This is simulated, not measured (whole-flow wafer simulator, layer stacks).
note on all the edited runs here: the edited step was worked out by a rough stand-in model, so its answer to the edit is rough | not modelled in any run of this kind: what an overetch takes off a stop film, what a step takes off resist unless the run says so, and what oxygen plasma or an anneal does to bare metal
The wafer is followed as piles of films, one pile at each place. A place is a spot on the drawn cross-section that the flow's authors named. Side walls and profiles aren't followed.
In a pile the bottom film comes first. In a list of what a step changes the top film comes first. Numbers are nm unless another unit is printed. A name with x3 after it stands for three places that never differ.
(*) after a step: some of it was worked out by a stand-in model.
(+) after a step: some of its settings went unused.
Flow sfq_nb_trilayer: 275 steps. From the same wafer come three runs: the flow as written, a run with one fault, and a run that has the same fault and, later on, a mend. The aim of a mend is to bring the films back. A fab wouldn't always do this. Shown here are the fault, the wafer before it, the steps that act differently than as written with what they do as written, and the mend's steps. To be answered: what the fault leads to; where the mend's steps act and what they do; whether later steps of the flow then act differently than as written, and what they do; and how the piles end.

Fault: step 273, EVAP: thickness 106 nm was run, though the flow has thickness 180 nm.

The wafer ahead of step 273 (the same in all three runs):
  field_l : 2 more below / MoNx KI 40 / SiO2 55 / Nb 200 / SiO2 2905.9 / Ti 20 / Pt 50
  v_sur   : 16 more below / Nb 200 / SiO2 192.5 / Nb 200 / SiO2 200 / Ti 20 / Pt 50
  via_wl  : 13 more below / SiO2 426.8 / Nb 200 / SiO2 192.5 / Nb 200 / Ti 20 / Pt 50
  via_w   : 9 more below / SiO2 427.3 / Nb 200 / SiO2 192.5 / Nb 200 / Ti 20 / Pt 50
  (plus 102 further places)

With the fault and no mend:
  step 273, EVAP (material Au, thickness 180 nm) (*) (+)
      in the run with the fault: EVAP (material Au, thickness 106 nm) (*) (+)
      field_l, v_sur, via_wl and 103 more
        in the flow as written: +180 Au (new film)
        in the run with the fault: +106 Au (new film)
  Steps later in the flow that act otherwise than as written:
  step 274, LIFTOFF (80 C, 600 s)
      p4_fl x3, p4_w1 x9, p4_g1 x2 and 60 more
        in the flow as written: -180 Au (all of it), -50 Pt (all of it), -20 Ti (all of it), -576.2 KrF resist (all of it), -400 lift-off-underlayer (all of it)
        in the run with the fault: -106 Au (all of it), -50 Pt (all of it), -20 Ti (all of it), -576.2 KrF resist (all of it), -400 lift-off-underlayer (all of it)
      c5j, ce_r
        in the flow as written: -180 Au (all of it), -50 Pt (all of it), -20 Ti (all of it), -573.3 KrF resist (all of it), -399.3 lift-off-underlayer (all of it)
        in the run with the fault: -106 Au (all of it), -50 Pt (all of it), -20 Ti (all of it), -573.3 KrF resist (all of it), -399.3 lift-off-underlayer (all of it)
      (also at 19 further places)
  At field_l, v_sur, via_wl and 8 more, the piles at the end differ from the flow's by more than 2% or 0.5 nm, whichever is larger.
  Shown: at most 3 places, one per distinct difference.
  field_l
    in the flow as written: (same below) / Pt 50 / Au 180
    in the run with the fault: (same below) / Pt 50 / Au 106

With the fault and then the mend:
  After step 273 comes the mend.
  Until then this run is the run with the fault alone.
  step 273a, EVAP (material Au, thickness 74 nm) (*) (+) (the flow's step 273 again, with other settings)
      field_l, v_sur, via_wl and 103 more
        +74 Au
  None of the later steps of the flow acts differently than as written at any place that is followed.
  The piles end the same as the flow's at every place that both follow.
